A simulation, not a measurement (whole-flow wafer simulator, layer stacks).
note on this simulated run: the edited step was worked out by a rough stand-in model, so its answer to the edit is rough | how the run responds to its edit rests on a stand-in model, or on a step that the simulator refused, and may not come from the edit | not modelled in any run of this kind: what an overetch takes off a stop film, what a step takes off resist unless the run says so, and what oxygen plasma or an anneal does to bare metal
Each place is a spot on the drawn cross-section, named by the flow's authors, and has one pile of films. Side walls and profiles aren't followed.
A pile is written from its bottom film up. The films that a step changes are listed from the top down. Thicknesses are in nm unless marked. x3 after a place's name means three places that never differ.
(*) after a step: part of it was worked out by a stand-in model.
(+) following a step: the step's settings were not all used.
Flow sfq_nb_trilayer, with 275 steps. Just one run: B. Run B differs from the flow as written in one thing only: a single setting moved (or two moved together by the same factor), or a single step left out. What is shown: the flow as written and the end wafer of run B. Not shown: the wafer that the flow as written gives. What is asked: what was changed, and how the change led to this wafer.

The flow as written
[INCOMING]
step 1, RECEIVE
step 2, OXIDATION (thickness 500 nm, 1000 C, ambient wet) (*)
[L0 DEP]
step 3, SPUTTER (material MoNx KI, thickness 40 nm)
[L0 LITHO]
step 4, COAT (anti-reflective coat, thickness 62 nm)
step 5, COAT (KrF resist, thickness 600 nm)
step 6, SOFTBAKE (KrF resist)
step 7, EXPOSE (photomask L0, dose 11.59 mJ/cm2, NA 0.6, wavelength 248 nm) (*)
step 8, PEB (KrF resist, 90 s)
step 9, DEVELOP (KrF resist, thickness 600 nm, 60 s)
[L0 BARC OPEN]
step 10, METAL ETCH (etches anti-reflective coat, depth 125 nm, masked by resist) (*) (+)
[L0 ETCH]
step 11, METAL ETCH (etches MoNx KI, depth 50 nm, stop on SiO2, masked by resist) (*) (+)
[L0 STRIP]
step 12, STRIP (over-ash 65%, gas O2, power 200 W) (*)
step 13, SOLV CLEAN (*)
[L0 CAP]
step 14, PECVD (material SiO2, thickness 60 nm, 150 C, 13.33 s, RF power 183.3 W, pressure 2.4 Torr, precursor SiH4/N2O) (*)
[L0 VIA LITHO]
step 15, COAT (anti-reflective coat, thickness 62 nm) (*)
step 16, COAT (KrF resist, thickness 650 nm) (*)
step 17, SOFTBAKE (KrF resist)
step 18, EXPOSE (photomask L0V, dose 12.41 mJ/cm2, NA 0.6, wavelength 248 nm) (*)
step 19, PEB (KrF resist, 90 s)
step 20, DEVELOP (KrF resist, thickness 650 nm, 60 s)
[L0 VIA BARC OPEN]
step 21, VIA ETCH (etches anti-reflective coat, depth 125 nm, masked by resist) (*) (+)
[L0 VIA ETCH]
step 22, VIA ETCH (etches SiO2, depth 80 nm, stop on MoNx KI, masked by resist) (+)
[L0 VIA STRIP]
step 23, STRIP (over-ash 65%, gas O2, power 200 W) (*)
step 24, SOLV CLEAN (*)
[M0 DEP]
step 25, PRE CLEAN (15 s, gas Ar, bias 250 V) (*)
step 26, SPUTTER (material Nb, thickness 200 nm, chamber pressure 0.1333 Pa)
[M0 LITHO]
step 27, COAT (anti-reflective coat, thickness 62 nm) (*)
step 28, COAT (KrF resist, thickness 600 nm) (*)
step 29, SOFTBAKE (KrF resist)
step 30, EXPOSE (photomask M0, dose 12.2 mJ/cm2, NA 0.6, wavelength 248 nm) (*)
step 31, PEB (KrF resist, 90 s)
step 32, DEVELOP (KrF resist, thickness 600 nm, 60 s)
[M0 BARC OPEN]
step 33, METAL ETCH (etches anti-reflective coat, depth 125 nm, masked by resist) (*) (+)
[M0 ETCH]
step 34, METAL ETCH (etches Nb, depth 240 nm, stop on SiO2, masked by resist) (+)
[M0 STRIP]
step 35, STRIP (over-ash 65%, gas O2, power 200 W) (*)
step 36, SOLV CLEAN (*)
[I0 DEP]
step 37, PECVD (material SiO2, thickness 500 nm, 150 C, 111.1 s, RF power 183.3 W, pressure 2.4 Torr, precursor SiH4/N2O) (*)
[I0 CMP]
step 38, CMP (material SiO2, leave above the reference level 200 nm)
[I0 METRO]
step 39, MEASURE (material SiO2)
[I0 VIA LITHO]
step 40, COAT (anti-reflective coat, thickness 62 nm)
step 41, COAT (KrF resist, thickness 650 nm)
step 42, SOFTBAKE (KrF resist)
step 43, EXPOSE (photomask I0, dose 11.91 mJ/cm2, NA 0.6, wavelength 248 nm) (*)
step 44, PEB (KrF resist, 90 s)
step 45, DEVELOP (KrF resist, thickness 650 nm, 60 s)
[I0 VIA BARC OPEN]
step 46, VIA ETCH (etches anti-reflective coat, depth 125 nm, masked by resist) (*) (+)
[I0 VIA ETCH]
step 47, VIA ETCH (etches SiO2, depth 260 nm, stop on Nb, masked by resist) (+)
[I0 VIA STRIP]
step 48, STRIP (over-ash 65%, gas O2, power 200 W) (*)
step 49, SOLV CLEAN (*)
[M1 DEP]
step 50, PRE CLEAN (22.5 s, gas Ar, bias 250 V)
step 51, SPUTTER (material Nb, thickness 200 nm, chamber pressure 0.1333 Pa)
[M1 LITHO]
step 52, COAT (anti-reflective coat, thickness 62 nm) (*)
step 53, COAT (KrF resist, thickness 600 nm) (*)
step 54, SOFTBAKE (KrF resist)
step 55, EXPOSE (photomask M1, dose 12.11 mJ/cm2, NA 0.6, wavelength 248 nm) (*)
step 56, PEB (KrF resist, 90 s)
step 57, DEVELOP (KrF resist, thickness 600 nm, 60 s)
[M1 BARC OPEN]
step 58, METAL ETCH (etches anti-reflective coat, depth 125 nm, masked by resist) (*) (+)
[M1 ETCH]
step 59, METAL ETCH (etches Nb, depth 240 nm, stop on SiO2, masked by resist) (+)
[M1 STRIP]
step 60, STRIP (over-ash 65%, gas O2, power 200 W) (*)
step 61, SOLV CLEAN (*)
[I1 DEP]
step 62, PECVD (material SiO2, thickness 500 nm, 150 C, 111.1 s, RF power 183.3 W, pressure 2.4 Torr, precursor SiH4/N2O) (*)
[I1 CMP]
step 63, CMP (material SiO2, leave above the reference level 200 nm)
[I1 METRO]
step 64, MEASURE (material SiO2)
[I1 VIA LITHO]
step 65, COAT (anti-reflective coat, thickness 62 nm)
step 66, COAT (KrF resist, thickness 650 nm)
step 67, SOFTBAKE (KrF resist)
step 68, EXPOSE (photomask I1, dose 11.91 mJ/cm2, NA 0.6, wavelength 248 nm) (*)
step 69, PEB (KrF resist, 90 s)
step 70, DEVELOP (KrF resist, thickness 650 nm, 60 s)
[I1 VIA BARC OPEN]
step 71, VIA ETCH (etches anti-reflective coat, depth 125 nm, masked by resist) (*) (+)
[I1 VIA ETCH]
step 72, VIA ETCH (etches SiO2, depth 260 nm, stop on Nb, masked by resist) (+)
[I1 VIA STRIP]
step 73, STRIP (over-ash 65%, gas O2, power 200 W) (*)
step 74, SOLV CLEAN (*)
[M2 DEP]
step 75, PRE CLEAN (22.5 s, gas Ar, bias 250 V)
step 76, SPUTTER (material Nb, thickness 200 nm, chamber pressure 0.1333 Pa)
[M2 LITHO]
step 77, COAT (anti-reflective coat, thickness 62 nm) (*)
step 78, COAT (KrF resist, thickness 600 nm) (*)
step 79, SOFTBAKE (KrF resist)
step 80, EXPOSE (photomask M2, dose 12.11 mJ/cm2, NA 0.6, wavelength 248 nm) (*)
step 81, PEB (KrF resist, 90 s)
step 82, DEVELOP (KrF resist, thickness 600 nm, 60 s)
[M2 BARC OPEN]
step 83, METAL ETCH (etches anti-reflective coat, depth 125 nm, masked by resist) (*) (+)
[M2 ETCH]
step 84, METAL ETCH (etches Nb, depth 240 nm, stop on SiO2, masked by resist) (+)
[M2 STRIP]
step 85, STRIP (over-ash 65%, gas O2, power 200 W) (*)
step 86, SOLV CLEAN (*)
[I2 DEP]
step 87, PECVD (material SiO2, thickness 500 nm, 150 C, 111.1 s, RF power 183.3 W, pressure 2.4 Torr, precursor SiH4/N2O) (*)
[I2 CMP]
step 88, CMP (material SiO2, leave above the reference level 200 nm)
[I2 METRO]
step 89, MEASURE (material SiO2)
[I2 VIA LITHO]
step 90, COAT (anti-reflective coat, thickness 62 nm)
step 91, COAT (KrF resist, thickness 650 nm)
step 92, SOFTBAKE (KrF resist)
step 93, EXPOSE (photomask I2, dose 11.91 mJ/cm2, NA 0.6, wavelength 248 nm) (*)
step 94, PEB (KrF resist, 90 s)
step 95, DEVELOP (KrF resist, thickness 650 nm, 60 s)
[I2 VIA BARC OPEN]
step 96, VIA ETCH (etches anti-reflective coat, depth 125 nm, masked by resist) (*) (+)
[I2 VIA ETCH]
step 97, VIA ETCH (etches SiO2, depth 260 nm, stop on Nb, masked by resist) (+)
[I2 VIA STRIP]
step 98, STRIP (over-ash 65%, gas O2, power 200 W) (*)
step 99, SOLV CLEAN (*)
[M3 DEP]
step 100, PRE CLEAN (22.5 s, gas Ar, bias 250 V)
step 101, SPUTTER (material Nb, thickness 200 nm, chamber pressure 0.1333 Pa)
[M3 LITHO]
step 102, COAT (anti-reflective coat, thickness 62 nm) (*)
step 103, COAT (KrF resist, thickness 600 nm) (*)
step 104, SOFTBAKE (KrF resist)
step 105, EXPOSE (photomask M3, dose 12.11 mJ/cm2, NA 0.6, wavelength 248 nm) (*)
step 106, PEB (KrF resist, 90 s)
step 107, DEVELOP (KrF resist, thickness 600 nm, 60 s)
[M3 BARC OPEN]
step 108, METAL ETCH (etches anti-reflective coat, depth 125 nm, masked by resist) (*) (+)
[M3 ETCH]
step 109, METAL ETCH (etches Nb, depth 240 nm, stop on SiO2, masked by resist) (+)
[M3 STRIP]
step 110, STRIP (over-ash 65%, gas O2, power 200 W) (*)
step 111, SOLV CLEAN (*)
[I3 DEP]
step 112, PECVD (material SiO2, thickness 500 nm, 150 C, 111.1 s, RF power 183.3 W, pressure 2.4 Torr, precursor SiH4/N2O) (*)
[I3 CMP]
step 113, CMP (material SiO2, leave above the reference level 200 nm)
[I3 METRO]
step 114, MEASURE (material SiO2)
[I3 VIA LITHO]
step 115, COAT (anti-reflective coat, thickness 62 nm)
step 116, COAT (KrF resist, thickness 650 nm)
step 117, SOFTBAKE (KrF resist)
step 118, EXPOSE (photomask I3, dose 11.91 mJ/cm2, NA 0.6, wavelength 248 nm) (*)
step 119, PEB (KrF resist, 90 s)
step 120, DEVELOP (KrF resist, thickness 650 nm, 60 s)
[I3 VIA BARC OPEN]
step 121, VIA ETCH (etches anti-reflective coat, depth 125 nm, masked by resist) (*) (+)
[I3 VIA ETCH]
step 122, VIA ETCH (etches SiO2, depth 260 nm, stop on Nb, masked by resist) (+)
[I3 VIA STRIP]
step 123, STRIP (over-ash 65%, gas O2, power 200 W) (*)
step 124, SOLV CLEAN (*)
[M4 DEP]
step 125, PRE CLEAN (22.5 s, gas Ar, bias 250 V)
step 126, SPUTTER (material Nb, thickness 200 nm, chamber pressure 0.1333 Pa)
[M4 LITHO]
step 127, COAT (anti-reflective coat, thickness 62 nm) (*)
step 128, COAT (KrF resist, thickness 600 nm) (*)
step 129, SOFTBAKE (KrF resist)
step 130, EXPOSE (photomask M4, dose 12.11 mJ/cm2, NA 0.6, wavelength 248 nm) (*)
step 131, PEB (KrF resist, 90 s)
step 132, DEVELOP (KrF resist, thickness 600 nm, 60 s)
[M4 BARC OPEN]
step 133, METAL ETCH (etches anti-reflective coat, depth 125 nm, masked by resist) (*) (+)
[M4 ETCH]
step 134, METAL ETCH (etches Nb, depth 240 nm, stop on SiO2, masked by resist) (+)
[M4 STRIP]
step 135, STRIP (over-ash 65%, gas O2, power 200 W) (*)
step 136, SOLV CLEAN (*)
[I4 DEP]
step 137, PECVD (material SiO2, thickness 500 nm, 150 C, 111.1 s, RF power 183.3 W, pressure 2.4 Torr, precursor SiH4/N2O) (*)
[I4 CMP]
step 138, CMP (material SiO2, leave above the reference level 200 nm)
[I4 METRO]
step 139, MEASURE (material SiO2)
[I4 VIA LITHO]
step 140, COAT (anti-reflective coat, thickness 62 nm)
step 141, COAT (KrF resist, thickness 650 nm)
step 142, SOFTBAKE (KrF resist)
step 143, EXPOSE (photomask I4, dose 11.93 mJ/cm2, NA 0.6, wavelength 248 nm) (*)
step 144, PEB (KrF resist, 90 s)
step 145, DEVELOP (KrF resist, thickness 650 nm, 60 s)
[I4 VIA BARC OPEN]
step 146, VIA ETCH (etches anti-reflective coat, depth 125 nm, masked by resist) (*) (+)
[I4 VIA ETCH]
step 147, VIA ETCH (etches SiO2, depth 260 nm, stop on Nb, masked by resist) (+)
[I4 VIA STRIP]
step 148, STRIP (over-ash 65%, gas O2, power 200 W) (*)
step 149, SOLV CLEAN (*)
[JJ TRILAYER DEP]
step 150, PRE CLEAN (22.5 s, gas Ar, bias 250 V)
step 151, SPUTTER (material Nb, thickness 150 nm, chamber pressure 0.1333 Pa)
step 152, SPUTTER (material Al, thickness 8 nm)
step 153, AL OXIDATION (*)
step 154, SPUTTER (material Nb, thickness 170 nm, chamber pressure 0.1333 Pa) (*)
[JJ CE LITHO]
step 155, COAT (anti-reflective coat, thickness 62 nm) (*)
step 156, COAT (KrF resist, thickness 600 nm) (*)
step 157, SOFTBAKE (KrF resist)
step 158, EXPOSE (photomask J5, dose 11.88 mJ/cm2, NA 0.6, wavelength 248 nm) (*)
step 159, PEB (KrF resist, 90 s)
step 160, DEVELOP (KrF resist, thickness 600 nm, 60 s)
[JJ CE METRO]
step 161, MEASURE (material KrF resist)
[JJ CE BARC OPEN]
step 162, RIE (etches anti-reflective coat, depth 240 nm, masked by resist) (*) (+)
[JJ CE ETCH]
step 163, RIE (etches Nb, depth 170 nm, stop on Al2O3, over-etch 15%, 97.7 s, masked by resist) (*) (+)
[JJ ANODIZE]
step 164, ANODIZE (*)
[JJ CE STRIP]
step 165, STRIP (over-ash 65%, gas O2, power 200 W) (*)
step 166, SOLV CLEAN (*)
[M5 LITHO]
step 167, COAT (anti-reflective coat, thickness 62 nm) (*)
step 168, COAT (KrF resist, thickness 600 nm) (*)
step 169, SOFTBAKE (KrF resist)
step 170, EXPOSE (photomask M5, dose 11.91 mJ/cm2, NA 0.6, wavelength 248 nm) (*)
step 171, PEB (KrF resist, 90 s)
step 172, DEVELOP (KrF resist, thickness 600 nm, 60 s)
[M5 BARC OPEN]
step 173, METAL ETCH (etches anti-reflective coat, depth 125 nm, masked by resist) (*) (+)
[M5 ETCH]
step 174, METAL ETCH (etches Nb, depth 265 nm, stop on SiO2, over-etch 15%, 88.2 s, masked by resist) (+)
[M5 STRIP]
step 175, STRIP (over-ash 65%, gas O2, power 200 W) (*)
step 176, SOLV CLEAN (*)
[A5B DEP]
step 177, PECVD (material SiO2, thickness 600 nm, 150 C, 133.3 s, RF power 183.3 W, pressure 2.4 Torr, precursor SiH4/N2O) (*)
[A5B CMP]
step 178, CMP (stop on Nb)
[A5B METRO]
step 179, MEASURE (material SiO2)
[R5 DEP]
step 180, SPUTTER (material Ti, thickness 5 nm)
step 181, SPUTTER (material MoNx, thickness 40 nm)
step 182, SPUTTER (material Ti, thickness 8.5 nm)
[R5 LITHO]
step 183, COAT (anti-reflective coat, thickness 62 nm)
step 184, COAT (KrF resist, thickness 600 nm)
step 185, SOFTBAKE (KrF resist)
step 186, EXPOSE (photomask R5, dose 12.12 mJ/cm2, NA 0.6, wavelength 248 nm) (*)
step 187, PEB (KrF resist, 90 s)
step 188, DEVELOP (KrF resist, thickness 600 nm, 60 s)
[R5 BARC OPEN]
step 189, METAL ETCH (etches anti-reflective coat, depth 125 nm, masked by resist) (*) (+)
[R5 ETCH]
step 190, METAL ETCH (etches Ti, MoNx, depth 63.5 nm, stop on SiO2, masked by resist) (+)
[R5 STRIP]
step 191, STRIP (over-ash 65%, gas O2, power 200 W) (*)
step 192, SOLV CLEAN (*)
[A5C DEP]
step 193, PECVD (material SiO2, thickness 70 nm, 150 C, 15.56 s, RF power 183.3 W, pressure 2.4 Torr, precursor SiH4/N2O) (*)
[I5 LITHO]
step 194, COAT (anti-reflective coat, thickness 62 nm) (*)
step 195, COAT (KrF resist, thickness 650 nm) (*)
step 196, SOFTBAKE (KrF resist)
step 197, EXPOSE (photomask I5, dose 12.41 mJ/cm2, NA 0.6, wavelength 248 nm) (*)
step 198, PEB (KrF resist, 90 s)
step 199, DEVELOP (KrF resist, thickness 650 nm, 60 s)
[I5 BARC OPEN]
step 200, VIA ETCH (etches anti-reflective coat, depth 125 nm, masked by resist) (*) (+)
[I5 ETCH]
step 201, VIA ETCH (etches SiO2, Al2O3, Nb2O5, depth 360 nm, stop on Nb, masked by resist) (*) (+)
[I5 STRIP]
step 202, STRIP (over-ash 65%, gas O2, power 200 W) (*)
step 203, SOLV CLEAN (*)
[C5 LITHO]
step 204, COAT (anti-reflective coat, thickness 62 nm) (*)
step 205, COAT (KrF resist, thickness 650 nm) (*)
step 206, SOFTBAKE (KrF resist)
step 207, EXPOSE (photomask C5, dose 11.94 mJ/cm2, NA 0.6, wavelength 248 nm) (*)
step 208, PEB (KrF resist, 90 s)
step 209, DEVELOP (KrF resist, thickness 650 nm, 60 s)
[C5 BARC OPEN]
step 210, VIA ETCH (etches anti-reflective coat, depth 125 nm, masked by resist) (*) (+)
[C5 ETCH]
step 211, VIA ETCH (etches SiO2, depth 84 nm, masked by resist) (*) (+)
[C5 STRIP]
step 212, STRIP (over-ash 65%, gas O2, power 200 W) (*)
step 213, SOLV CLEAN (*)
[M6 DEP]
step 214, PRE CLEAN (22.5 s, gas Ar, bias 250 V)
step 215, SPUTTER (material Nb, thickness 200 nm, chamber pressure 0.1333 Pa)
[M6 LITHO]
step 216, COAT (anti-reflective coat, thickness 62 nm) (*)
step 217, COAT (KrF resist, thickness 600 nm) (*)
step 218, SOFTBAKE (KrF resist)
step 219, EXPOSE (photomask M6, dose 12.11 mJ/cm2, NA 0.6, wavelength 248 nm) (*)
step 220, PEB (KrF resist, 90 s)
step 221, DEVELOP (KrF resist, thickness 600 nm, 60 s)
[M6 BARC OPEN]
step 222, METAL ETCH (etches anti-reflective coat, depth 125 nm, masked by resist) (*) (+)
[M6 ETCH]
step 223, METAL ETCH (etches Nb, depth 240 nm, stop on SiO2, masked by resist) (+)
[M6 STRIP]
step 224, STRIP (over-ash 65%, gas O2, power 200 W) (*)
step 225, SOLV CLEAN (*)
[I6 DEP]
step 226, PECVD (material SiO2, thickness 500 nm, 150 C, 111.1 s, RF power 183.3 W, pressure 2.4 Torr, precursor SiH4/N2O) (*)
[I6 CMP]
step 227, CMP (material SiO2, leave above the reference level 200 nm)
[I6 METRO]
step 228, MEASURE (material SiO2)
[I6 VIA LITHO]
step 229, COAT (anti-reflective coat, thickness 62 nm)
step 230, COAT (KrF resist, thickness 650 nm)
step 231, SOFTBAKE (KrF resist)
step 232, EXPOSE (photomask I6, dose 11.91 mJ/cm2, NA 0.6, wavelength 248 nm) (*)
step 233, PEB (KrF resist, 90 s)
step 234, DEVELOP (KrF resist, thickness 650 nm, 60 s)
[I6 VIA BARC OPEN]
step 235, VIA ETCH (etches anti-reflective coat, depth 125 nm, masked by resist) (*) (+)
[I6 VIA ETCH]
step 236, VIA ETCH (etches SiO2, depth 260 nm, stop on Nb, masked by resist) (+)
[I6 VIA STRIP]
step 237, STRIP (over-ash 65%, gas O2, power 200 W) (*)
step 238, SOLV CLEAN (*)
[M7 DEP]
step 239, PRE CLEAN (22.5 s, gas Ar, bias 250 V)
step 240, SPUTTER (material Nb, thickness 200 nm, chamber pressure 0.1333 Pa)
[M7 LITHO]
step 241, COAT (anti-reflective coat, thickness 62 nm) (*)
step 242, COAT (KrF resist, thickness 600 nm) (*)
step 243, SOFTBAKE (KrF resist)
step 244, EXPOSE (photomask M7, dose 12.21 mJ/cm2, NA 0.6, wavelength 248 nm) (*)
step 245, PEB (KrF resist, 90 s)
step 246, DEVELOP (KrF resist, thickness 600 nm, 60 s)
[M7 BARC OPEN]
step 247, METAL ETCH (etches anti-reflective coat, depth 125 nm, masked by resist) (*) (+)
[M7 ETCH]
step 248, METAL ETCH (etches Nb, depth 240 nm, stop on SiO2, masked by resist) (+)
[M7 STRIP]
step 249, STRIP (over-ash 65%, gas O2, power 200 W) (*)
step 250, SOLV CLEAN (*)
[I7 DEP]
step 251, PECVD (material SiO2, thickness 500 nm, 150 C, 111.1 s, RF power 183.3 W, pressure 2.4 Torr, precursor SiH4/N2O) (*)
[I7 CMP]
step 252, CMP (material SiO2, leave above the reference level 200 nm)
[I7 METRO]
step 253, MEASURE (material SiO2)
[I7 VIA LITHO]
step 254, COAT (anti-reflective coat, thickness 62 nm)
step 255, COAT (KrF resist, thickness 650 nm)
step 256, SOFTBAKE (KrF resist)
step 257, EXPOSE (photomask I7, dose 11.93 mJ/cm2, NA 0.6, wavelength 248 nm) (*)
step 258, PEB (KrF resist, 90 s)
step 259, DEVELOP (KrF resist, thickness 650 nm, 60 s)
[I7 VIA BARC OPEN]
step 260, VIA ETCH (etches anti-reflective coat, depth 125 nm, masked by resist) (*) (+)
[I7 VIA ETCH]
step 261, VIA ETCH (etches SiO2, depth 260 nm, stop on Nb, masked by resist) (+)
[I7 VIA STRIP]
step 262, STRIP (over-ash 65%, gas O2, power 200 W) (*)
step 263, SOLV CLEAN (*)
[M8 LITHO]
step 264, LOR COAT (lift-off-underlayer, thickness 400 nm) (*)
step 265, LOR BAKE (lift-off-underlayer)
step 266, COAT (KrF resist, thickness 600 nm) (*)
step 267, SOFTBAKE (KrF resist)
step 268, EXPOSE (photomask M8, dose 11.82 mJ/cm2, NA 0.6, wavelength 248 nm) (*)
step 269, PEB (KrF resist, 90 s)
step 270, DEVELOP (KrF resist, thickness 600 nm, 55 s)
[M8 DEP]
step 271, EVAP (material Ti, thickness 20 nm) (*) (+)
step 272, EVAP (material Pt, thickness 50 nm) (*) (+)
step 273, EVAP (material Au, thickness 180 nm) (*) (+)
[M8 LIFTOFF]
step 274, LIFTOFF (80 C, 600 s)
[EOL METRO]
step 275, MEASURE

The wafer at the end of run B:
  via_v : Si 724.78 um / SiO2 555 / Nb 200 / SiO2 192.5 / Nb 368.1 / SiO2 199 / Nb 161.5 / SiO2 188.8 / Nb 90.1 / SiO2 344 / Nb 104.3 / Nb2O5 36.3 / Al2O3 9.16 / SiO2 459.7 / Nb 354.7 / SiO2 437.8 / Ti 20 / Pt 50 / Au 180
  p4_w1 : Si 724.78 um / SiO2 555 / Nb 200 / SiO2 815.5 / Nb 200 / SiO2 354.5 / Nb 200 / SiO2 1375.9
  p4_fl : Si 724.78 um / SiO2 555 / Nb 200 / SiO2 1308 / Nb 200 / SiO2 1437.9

What caused this: step 87, PECVD: thickness 238 nm was run, while the flow as written has thickness 500 nm; step 87, PECVD: 52.78 s was run, where the flow has 111.1 s.

Step by step, how the change led to this:
  step 87, PECVD (material SiO2, thickness 500 nm, 150 C, 111.1 s, RF power 183.3 W, pressure 2.4 Torr, precursor SiH4/N2O) (*)
      field_l, be, be_sur and 81 more: +238 SiO2 (it would be, as written: +500 SiO2)
      v_sur, via_wl, via_w and 18 more: +238 SiO2 (new film) (it would be, as written: +500 SiO2 (new film))
      (as well as at 1 more place)
  step 88, CMP (material SiO2, leave above the reference level 200 nm)
      field_l, be, be_sur and 81 more: nothing (it would be, as written: -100 SiO2)
      via_v: nothing (it would be, as written: -181.6 SiO2)
      (as well as at 21 more places)
  step 90, COAT (anti-reflective coat, thickness 62 nm)
      p3_l2, p3_s2, p3_s5, p3_l6: +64 anti-reflective coat (new film) (it would be, as written: +62 anti-reflective coat (new film))
      gap, ce_l, ce_r: +63.6 anti-reflective coat (new film) (it would be, as written: +62 anti-reflective coat (new film))
      (as well as at 73 more places)
  step 91, COAT (KrF resist, thickness 650 nm)
      p3_s0, m5r_line_l, m5r_line_r: +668 KrF resist (new film) (it would be, as written: +650 KrF resist (new film))
      m0r_line_l, m6r_line_l, m7r_line_l: +681.6 KrF resist (new film) (it would be, as written: +650 KrF resist (new film))
      (as well as at 61 more places)
  step 95, DEVELOP (KrF resist, thickness 650 nm, 60 s)
      via_w: -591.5 KrF resist (all of it) (it would be, as written: -648.6 KrF resist (all of it))
  step 96, VIA ETCH (etches anti-reflective coat, depth 125 nm, masked by resist) (*) (+)
      field_l, v_sur, via_wl and 102 more: -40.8 KrF resist (it would be, as written: -51.7 KrF resist)
      via_w: -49 anti-reflective coat (all of it), -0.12 SiO2 (it would be, as written: -62 anti-reflective coat (all of it), -0.16 SiO2)
  step 98, STRIP (over-ash 65%, gas O2, power 200 W) (*)
      m0r_line_l, m6r_line_l, m7r_line_l: -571 KrF resist (all of it), -62.2 anti-reflective coat (all of it) (it would be, as written: -528.6 KrF resist (all of it), -62 anti-reflective coat (all of it))
      m0r_space_l, m6r_space_l, m7r_space_l: -560.7 KrF resist (all of it), -80.3 anti-reflective coat (all of it) (it would be, as written: -528.6 KrF resist (all of it), -62 anti-reflective coat (all of it))
      (as well as at 99 more places)
  step 101, SPUTTER (material Nb, thickness 200 nm, chamber pressure 0.1333 Pa)
      via_v: +161.5 Nb (new film) (it would be, as written: +200 Nb (new film))
  step 102, COAT (anti-reflective coat, thickness 62 nm) (*)
      p3_l2, p3_s2, p3_s5, p3_l6, r5r_line_r: +63.9 anti-reflective coat (new film) (it would be, as written: +62 anti-reflective coat (new film))
      p3_s1, p3_l3, p3_s4, p3_l5: +63.8 anti-reflective coat (new film) (it would be, as written: +62 anti-reflective coat (new film))
      (as well as at 70 more places)
  step 103, COAT (KrF resist, thickness 600 nm) (*)
      m0r_line_l, m6r_line_l, m7r_line_l: +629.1 KrF resist (new film) (it would be, as written: +600 KrF resist (new film))
      m0r_space_l, m6r_space_l, m7r_space_l: +621.8 KrF resist (new film) (it would be, as written: +600 KrF resist (new film))
      (as well as at 60 more places)
  step 107, DEVELOP (KrF resist, thickness 600 nm, 60 s)
      m0r_line_l, m6r_line_l, m7r_line_l: -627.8 KrF resist (all of it) (it would be, as written: -598.7 KrF resist (all of it))
      m0r_space_l, m6r_space_l, m7r_space_l: -620.5 KrF resist (all of it) (it would be, as written: -598.7 KrF resist (all of it))
      (as well as at 37 more places)
  step 108, METAL ETCH (etches anti-reflective coat, depth 125 nm, masked by resist) (*) (+)
      m5r_linepad_l, m5r_linepad_r, r5r_spacepad_l, r5r_spacepad_r, m8r_pad_l, m8r_pad_r: -125 anti-reflective coat (it would be, as written: -62 anti-reflective coat (all of it))
      v_sur, via_wl, via_w and 28 more: -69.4 KrF resist (it would be, as written: -51.7 KrF resist)
      (as well as at 46 more places)
  step 109, METAL ETCH (etches Nb, depth 240 nm, stop on SiO2, masked by resist) (+)
      m5r_linepad_l, m5r_linepad_r: -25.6 anti-reflective coat (all of it), -200 Nb (all of it) (it would be, as written: -200 Nb (all of it))
      r5r_spacepad_l, r5r_spacepad_r: -26 anti-reflective coat (all of it), -200 Nb (all of it) (it would be, as written: -200 Nb (all of it))
      (as well as at 2 more places)
  step 110, STRIP (over-ash 65%, gas O2, power 200 W) (*)
      v_sur: -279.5 KrF resist (all of it), -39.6 anti-reflective coat (all of it) (it would be, as written: -365.3 KrF resist (all of it), -61.1 anti-reflective coat (all of it))
      via_wl: -294.3 KrF resist (all of it), -27.9 anti-reflective coat (all of it) (it would be, as written: -384.2 KrF resist (all of it), -34.2 anti-reflective coat (all of it))
      (as well as at 28 more places)
  step 112, PECVD (material SiO2, thickness 500 nm, 150 C, 111.1 s, RF power 183.3 W, pressure 2.4 Torr, precursor SiH4/N2O) (*)
      via_v: +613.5 SiO2 (new film) (it would be, as written: +500 SiO2 (new film))
  step 113, CMP (material SiO2, leave above the reference level 200 nm)
      field_l, be, be_sur and 64 more: nothing (it would be, as written: -100 SiO2)
      p4_g1, p4_g2, p3_s0, p3_s1, p3_s2, p3_s3, p3_s4, p3_s5: nothing (it would be, as written: -157.1 SiO2)
      (as well as at 10 more places)
  ... 32 further steps ...
  step 178, CMP (stop on Nb)
      via_v: -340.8 SiO2 (it would be, as written: -453.5 SiO2)
Taking metal films that touch as one body, via_v has 7 bodies (between them, from the top down: SiO2 437.8; SiO2 459.7 / Al2O3 9.16 / Nb2O5 36.3; SiO2 344; SiO2 188.8; SiO2 199; SiO2 192.5); the flow as written gives 6 bodies (between them, from the top down: SiO2 437.8; SiO2 209 / Al2O3 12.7 / Nb2O5 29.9; SiO2 425.9; SiO2 416.9; SiO2 192.5).
